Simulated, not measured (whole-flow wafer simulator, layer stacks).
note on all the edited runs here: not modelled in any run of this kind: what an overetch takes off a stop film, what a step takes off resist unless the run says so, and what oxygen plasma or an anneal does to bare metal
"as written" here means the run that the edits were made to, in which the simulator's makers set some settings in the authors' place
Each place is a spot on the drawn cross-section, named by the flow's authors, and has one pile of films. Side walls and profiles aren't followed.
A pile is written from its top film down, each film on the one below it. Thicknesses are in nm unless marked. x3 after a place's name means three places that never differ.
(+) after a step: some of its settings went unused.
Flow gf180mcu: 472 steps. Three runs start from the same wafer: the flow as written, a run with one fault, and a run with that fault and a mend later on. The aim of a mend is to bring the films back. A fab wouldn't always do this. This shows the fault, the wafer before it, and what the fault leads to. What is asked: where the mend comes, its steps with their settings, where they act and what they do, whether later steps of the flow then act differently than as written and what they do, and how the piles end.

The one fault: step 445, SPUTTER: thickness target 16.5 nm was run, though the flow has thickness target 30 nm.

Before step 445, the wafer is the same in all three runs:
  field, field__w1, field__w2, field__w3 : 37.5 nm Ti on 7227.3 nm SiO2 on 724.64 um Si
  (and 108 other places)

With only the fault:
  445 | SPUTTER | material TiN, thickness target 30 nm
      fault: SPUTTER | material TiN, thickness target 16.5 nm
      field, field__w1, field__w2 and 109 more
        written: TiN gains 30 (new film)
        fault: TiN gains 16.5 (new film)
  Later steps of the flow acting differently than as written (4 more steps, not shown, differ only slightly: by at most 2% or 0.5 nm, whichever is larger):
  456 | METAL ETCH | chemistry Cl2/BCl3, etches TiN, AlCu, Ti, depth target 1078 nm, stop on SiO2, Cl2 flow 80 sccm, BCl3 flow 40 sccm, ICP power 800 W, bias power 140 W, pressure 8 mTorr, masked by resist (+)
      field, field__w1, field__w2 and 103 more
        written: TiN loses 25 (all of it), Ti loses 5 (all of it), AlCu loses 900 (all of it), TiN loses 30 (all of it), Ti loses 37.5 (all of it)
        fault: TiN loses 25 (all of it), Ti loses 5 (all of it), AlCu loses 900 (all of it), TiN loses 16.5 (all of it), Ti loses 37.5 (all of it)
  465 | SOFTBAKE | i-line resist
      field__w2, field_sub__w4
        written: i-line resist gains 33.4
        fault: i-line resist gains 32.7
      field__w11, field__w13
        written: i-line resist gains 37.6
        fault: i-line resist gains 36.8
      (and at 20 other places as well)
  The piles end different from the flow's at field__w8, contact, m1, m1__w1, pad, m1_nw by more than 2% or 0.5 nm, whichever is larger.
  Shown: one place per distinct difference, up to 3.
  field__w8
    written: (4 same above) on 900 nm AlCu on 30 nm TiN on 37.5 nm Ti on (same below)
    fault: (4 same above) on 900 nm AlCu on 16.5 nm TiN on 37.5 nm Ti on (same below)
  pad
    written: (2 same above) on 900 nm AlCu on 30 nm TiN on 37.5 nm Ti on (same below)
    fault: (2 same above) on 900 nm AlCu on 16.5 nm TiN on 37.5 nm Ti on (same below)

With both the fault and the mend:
  The mend stands after step 445.
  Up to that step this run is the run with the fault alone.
  445a | SPUTTER | material TiN, thickness target 13.5 nm (a further turn of the flow's step 445, with different settings)
      field, field__w1, field__w2 and 109 more
        TiN gains 13.5
  Every later step of the flow that is run acts as written at every place that is followed.
  The piles end the same as the flow's at every place that both follow.
